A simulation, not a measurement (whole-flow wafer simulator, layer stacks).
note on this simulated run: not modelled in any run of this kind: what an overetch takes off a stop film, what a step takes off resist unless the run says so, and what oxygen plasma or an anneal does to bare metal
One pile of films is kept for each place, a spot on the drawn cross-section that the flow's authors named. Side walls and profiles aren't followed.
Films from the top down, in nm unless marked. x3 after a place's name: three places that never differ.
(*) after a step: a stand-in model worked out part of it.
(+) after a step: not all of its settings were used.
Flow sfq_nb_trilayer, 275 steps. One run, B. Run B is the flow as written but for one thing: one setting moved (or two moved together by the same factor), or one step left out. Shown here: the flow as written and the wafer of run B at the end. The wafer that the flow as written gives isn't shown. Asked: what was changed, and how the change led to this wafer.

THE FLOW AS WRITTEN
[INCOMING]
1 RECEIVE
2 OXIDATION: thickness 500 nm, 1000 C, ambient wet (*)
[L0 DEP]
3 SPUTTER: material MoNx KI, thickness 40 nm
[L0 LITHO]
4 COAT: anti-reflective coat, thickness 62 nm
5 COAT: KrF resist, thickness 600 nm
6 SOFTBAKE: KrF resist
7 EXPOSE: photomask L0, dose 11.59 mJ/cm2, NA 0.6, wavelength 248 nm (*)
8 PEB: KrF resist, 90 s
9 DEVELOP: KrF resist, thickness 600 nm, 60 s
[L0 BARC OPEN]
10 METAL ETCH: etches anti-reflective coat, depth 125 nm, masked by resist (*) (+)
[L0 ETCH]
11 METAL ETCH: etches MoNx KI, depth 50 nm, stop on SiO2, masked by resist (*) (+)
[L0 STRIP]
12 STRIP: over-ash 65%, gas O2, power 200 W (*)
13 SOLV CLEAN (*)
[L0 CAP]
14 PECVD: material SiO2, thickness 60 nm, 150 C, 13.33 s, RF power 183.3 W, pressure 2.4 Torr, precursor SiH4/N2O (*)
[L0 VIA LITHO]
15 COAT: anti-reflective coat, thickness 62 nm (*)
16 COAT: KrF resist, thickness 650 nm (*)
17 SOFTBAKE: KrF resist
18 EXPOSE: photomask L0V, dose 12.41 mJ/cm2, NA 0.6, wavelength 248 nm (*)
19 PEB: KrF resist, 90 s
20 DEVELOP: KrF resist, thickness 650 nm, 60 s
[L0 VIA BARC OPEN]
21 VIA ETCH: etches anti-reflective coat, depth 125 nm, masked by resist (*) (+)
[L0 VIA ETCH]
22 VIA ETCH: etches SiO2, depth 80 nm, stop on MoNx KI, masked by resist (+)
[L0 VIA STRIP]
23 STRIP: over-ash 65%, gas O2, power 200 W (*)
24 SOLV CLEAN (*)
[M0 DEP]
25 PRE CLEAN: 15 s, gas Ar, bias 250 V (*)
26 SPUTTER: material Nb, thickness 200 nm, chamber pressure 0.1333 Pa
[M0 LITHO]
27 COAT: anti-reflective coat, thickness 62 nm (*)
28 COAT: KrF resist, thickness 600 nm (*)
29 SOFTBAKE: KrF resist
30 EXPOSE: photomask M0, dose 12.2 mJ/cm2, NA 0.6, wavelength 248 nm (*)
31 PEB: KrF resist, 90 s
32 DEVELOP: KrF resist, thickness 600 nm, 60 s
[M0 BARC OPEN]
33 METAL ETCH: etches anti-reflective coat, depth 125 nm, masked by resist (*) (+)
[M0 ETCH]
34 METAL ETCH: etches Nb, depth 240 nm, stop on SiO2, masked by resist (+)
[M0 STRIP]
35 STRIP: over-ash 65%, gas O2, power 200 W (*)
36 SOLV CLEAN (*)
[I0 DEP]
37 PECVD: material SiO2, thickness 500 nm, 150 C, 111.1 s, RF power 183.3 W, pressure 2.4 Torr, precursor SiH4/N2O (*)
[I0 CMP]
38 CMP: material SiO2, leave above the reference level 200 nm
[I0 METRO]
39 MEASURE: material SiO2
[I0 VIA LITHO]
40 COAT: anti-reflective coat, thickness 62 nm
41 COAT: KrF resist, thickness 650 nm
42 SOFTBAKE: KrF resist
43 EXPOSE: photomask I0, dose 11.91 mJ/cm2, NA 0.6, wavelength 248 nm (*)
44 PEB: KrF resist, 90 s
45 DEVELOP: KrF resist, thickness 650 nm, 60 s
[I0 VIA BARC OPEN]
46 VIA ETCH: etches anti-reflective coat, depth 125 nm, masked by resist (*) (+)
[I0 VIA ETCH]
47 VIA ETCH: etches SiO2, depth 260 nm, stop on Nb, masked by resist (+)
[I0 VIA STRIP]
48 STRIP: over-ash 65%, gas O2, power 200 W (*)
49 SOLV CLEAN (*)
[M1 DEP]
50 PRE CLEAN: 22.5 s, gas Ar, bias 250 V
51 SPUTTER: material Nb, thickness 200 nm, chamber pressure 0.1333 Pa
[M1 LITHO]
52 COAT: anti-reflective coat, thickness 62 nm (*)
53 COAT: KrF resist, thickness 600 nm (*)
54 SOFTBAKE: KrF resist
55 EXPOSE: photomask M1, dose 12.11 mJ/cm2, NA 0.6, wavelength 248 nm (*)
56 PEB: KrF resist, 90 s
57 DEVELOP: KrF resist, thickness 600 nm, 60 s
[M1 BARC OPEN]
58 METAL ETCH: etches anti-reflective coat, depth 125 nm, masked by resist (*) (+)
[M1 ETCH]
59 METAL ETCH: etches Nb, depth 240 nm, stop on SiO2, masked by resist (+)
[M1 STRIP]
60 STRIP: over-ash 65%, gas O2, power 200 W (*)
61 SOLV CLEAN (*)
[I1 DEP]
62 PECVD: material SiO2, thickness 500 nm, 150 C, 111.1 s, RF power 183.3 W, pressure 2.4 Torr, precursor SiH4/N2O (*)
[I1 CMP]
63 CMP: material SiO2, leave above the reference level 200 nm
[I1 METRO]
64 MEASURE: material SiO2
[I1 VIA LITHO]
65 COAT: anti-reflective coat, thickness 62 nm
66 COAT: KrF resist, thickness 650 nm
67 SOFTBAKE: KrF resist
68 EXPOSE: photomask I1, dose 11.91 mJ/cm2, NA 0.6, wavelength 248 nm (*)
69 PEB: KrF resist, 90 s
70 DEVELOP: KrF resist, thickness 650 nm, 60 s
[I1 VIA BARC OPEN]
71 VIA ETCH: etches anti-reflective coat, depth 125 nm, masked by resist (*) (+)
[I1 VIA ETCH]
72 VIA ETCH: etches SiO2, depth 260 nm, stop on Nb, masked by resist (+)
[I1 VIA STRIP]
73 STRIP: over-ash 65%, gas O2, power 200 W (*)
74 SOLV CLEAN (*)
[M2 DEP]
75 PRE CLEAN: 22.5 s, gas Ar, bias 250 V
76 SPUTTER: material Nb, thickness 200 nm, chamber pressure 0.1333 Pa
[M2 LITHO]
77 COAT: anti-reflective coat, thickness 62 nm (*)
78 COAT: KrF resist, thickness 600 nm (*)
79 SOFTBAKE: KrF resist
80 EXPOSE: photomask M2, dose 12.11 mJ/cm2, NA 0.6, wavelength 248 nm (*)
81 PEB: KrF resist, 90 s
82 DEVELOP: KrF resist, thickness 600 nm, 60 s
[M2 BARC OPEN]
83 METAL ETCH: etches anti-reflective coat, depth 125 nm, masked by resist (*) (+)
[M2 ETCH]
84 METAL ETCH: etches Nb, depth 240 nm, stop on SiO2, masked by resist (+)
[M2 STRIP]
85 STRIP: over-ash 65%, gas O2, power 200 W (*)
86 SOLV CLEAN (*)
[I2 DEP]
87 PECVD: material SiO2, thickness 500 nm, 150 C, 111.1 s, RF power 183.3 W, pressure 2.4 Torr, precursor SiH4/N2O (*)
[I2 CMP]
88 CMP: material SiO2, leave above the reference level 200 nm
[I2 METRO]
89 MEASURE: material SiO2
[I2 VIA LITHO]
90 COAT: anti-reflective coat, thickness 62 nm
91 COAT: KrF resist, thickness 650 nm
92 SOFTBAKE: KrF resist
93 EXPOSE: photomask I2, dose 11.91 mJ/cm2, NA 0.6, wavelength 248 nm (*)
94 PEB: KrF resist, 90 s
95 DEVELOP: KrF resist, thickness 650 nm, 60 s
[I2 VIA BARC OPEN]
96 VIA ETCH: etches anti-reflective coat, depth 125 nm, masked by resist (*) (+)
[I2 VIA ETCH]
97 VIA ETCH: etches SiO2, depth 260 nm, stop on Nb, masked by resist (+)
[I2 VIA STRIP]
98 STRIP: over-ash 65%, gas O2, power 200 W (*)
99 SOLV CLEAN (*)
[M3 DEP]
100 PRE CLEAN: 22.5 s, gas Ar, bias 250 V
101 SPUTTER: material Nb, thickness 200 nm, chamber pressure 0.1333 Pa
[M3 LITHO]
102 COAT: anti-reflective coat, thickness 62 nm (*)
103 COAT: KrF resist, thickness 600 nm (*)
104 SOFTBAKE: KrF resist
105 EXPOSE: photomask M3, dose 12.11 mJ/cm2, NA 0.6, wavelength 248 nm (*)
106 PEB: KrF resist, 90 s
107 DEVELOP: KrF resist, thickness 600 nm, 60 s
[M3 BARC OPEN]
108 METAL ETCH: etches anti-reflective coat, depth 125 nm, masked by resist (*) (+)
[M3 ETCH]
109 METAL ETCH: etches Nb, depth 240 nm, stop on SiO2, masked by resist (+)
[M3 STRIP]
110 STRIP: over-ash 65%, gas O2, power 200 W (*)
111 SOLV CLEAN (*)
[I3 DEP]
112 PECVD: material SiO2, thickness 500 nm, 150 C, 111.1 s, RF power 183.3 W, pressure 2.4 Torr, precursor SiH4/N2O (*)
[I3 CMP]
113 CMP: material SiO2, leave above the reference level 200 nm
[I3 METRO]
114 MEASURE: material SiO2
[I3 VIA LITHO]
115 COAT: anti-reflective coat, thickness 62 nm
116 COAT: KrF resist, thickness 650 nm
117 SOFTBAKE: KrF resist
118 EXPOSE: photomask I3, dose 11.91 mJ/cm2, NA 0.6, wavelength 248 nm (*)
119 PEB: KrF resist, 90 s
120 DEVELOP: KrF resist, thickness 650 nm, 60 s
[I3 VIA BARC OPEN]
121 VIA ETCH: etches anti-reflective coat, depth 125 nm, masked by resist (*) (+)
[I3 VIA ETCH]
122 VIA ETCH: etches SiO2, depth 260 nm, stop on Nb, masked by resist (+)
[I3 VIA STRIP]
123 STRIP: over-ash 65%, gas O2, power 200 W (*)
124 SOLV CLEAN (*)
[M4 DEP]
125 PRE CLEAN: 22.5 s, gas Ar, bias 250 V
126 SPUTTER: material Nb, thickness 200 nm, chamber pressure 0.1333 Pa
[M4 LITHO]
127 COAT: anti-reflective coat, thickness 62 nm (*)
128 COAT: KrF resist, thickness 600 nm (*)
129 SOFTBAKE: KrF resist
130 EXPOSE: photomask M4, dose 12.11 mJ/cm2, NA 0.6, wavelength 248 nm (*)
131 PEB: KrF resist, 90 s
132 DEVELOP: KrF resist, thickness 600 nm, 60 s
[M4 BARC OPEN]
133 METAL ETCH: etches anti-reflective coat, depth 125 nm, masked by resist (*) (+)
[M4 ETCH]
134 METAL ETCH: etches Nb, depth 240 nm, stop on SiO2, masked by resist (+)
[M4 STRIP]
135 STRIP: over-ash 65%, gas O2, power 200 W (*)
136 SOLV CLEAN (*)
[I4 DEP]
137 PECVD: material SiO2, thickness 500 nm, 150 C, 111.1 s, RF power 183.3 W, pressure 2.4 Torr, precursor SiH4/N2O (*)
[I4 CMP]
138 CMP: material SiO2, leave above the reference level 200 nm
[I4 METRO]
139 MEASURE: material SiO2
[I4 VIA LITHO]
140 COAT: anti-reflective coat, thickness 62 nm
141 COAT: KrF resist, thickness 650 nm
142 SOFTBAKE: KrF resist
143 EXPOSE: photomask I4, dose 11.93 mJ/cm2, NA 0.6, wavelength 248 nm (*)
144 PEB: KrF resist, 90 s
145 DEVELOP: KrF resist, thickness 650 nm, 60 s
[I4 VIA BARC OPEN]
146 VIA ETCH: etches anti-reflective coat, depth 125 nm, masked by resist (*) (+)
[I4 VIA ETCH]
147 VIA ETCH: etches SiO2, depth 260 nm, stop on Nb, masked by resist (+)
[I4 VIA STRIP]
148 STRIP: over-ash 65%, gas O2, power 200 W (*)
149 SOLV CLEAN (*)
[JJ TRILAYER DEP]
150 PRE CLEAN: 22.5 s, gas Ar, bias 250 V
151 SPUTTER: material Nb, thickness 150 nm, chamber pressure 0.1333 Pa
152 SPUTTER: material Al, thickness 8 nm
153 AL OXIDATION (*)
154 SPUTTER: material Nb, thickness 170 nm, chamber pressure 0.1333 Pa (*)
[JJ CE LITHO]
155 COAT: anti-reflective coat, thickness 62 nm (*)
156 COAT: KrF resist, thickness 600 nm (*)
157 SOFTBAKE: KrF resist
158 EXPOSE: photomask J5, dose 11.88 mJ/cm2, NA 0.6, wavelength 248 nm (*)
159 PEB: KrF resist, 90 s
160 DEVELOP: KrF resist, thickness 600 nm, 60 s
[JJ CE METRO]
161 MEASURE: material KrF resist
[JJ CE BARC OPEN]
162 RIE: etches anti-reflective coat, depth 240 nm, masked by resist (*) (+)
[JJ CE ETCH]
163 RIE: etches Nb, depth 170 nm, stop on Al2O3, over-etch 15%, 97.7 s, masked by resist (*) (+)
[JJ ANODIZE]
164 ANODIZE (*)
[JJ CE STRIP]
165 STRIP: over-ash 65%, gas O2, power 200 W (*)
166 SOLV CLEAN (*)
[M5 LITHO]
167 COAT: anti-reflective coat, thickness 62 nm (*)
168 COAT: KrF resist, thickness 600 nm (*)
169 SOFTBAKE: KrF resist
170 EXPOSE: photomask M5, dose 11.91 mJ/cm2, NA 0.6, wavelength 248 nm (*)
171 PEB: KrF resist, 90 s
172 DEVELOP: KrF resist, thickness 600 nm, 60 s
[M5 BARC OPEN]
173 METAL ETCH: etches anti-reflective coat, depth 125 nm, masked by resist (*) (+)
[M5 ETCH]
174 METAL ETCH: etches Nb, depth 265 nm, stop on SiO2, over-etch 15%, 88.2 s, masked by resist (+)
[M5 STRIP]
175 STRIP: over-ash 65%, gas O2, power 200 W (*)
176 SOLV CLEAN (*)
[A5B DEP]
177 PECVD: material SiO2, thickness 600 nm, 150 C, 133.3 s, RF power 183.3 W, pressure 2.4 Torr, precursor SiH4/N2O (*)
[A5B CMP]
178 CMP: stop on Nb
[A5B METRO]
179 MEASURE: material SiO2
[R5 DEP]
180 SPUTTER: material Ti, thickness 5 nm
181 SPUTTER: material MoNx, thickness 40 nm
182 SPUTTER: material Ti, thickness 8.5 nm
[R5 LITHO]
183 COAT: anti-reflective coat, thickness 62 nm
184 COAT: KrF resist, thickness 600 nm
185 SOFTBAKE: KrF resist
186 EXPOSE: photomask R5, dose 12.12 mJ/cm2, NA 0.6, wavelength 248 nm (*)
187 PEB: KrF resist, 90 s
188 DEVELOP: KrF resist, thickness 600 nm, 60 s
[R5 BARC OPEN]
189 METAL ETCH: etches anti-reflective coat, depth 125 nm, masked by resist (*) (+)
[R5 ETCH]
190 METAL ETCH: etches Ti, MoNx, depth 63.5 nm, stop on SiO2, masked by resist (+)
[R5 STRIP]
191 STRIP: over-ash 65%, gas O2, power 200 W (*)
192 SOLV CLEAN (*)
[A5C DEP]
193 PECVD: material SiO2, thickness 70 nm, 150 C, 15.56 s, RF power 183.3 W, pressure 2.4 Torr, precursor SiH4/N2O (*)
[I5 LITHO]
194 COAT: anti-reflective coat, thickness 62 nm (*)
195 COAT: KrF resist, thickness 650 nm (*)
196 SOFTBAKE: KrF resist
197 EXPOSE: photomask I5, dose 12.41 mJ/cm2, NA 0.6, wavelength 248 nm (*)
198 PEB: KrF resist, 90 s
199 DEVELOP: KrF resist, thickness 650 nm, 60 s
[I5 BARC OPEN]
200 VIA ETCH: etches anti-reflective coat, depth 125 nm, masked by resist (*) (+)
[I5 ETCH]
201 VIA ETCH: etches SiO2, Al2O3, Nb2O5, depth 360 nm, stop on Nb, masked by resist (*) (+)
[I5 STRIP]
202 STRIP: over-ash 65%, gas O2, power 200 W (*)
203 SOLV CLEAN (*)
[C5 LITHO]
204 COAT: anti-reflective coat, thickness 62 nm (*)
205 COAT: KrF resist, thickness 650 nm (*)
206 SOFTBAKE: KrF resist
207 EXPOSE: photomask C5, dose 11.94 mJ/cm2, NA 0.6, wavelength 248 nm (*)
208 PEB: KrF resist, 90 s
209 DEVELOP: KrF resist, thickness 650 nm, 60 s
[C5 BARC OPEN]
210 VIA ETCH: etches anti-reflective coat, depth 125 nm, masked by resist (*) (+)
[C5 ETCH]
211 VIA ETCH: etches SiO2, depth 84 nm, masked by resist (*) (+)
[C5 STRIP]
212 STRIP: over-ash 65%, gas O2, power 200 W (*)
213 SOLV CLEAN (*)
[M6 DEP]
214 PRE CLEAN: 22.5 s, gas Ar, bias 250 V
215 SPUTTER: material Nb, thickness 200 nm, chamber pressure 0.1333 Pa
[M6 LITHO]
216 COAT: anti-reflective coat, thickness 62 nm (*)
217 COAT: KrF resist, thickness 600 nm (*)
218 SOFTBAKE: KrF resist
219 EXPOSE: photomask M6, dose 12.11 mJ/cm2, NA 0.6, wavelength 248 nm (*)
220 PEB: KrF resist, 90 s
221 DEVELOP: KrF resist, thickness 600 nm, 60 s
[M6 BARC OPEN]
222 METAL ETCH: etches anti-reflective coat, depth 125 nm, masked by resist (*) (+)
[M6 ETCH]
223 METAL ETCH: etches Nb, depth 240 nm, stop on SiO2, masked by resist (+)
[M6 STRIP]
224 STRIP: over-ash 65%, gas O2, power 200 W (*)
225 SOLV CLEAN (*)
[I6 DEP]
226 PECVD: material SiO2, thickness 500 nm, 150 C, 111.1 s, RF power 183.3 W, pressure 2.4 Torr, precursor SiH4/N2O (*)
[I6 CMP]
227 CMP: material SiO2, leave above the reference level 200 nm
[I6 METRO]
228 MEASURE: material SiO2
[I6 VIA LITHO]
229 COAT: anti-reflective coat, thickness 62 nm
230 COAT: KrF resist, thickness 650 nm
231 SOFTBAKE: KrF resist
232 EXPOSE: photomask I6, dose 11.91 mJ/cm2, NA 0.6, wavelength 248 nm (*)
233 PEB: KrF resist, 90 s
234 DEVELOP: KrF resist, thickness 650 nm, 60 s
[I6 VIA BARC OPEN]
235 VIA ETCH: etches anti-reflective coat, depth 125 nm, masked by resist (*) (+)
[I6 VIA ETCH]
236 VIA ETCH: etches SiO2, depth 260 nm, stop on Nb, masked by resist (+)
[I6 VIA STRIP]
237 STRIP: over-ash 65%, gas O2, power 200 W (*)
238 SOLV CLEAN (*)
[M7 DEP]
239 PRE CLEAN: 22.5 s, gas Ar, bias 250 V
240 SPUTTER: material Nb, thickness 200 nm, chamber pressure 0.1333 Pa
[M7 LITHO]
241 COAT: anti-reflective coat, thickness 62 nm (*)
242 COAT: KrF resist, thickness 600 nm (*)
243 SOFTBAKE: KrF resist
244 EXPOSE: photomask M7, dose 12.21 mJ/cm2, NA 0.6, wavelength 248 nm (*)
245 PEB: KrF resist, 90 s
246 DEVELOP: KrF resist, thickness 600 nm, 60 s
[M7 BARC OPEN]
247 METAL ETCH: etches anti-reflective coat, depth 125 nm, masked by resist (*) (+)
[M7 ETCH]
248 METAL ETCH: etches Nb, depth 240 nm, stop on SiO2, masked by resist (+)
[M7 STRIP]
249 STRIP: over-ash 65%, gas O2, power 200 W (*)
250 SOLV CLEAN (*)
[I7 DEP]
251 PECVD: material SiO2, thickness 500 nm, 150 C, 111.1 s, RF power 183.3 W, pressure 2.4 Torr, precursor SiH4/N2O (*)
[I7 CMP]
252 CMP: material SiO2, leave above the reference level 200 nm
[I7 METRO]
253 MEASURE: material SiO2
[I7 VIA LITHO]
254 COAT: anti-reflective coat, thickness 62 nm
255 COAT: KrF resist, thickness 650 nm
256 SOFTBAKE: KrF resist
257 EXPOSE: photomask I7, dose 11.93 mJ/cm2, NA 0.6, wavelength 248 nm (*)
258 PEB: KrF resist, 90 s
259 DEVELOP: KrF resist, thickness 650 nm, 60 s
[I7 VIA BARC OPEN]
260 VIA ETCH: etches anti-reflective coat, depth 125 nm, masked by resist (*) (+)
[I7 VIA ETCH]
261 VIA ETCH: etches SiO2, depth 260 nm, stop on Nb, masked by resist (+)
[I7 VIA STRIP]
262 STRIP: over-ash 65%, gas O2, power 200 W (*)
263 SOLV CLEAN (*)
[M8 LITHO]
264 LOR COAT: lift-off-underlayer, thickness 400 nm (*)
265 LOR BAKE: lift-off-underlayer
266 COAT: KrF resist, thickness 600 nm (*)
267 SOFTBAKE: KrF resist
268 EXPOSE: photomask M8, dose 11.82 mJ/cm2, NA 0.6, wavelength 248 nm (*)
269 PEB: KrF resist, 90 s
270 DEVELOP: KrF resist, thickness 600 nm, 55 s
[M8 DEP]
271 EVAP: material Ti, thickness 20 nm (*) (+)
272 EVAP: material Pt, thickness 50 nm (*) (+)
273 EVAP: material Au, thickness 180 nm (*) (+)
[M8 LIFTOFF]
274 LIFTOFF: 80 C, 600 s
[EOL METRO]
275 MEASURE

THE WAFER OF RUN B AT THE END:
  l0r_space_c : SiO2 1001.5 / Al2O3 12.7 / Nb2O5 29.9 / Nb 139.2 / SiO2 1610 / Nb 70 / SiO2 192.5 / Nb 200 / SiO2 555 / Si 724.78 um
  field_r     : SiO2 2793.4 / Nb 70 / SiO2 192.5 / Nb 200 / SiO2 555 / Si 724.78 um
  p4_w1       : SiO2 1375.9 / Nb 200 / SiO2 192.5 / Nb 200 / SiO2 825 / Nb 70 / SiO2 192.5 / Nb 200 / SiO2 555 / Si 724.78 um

The cause: step 51, SPUTTER: thickness 310 nm was run, where the flow has thickness 200 nm.

How the change led to this, step by step:
  51 SPUTTER: material Nb, thickness 200 nm, chamber pressure 0.1333 Pa
      field_l, v_sur, via_wl and 102 more: Nb +310 (new film) (as written it would be: Nb +200 (new film))
      via_w: Nb +272.3 (as written it would be: Nb +174.5)
  52 COAT: anti-reflective coat, thickness 62 nm (*)
      via_wr: anti-reflective coat +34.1 (new film) (as written it would be: anti-reflective coat +34.9 (new film))
  59 METAL ETCH: etches Nb, depth 240 nm, stop on SiO2, masked by resist (+)
      field_l, be, be_sur and 79 more: Nb -240 (as written it would be: Nb -200 (all of it))
  60 STRIP: over-ash 65%, gas O2, power 200 W (*)
      via_wr: KrF resist -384 (all of it), anti-reflective coat -34.1 (all of it) (as written it would be: KrF resist -384.4 (all of it), anti-reflective coat -34.9 (all of it))
  62 PECVD: material SiO2, thickness 500 nm, 150 C, 111.1 s, RF power 183.3 W, pressure 2.4 Torr, precursor SiH4/N2O (*)
      field_l, be, be_sur and 72 more: SiO2 +500 (new film) (as written it would be: SiO2 +500)
      lsp_m, ln_m6, lsp_r, l0_sur, l0v: SiO2 +493.9 (new film) (as written it would be: SiO2 +494.9)
      (and at 3 more places)
  63 CMP: material SiO2, leave above the reference level 200 nm
      field_l, be, be_sur and 72 more: SiO2 -60 (as written it would be: SiO2 -100)
      lsp_m, ln_m6, lsp_r, l0_sur, l0v: SiO2 -53.9 (as written it would be: SiO2 -94.9)
      (and at 1 more place)
Counting metal films that touch as one body, l0r_space_c has 3 bodies (between them, from the top down: SiO2 1610; SiO2 192.5); the flow as written gives 2 bodies (between them, from the top down: SiO2 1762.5).
Counting metal films that touch as one body, field_r has 2 bodies (between them, from the top down: SiO2 192.5); the flow as written gives 1 body.
Counting metal films that touch as one body, p4_w1 has 4 bodies (between them, from the top down: SiO2 192.5; SiO2 825; SiO2 192.5); the flow as written gives 3 bodies (between them, from the top down: SiO2 192.5; SiO2 977.5).
